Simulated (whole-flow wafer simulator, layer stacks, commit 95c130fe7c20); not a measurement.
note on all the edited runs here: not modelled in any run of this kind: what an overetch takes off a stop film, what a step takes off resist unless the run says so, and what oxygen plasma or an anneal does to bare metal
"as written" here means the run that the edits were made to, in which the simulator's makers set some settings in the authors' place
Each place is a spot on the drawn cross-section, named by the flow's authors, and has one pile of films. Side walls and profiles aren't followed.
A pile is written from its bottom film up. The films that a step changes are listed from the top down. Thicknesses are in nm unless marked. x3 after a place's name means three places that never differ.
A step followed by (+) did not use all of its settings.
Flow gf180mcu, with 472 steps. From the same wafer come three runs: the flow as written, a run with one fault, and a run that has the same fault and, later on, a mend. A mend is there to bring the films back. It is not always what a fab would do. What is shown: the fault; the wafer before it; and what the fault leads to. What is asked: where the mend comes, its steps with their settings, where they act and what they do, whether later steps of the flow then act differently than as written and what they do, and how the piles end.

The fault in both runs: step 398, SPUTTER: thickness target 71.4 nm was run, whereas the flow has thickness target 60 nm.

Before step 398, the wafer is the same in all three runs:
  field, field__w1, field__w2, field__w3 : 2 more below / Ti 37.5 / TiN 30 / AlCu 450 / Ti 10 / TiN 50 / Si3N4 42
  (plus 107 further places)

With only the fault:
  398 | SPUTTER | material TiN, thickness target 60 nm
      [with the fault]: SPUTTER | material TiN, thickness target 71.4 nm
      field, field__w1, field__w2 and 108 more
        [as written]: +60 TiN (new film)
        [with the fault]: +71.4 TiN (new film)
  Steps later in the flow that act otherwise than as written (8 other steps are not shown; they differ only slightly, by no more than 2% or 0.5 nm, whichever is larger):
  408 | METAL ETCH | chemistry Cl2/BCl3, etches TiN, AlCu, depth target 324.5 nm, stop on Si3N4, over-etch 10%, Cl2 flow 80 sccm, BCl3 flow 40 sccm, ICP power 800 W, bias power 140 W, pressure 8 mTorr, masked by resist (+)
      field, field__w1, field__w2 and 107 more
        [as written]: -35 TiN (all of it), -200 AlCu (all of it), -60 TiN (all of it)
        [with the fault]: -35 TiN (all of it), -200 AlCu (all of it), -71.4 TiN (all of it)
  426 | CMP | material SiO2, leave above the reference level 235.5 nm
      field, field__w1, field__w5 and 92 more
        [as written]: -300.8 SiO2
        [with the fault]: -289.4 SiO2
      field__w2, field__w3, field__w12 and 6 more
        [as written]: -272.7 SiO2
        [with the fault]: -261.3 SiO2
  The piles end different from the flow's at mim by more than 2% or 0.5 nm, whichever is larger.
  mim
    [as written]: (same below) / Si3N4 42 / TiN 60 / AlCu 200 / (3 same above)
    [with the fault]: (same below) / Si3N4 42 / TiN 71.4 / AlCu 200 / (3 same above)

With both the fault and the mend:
  The mend follows step 398.
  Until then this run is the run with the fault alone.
  398a | METAL ETCH | chemistry Cl2/BCl3, etches TiN, AlCu, Ti, depth target 11.4 nm, Cl2 flow 80 sccm, BCl3 flow 40 sccm, ICP power 800 W, bias power 140 W, pressure 8 mTorr (the flow's step 260 again, with other settings)
      field, field__w1, field__w2 and 108 more
        -11.4 TiN
  None of the later steps of the flow acts differently than as written at any place that is followed.
  At every place that both follow, the piles at the end match the flow's.
